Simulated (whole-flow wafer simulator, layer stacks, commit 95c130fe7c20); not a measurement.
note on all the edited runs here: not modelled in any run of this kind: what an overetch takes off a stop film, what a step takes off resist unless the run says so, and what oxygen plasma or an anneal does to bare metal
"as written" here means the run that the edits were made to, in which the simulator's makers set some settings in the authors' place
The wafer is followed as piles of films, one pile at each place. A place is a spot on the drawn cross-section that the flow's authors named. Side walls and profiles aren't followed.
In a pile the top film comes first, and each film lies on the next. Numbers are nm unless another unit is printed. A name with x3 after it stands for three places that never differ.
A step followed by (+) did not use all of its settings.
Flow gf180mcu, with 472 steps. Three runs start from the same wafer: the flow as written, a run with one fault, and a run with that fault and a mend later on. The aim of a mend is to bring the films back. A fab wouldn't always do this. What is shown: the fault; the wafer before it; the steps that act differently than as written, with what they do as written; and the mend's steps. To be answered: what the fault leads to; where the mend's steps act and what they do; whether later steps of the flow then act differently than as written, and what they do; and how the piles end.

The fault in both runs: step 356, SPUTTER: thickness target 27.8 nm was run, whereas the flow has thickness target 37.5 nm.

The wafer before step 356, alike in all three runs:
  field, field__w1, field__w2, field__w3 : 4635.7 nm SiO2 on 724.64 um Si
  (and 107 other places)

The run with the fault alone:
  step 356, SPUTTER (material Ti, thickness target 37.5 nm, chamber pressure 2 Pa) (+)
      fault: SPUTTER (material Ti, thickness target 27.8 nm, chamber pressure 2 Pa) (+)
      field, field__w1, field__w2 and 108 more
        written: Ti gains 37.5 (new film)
        fault: Ti gains 27.8 (new film)
  Steps further on in the flow that do not act as written:
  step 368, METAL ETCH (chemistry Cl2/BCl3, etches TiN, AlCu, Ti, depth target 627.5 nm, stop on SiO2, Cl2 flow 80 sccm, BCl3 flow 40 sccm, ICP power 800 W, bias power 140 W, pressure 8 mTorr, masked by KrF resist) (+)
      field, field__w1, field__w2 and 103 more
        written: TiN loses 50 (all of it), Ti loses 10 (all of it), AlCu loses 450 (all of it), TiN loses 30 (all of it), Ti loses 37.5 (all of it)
        fault: TiN loses 50 (all of it), Ti loses 10 (all of it), AlCu loses 450 (all of it), TiN loses 30 (all of it), Ti loses 27.8 (all of it)
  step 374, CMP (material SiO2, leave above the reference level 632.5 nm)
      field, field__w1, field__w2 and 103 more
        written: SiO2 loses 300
        fault: SiO2 loses 309.7
  The piles end different from the flow's at field__w8, contact, m1, m1__w1, m1_nw by more than 2% or 0.5 nm, whichever is larger.
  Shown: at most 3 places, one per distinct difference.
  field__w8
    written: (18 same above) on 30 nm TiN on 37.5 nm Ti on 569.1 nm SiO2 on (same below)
    fault: (18 same above) on 30 nm TiN on 27.8 nm Ti on 569.1 nm SiO2 on (same below)
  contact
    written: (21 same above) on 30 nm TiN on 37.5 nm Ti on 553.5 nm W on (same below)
    fault: (21 same above) on 30 nm TiN on 27.8 nm Ti on 553.5 nm W on (same below)

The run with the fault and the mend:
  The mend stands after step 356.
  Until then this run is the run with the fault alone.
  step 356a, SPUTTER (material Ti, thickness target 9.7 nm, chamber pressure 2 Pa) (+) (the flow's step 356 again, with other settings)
      field, field__w1, field__w2 and 108 more
        Ti gains 9.7
  None of the later steps of the flow acts differently than as written at any place that is followed.
  At every place that both follow, the piles at the end match the flow's.
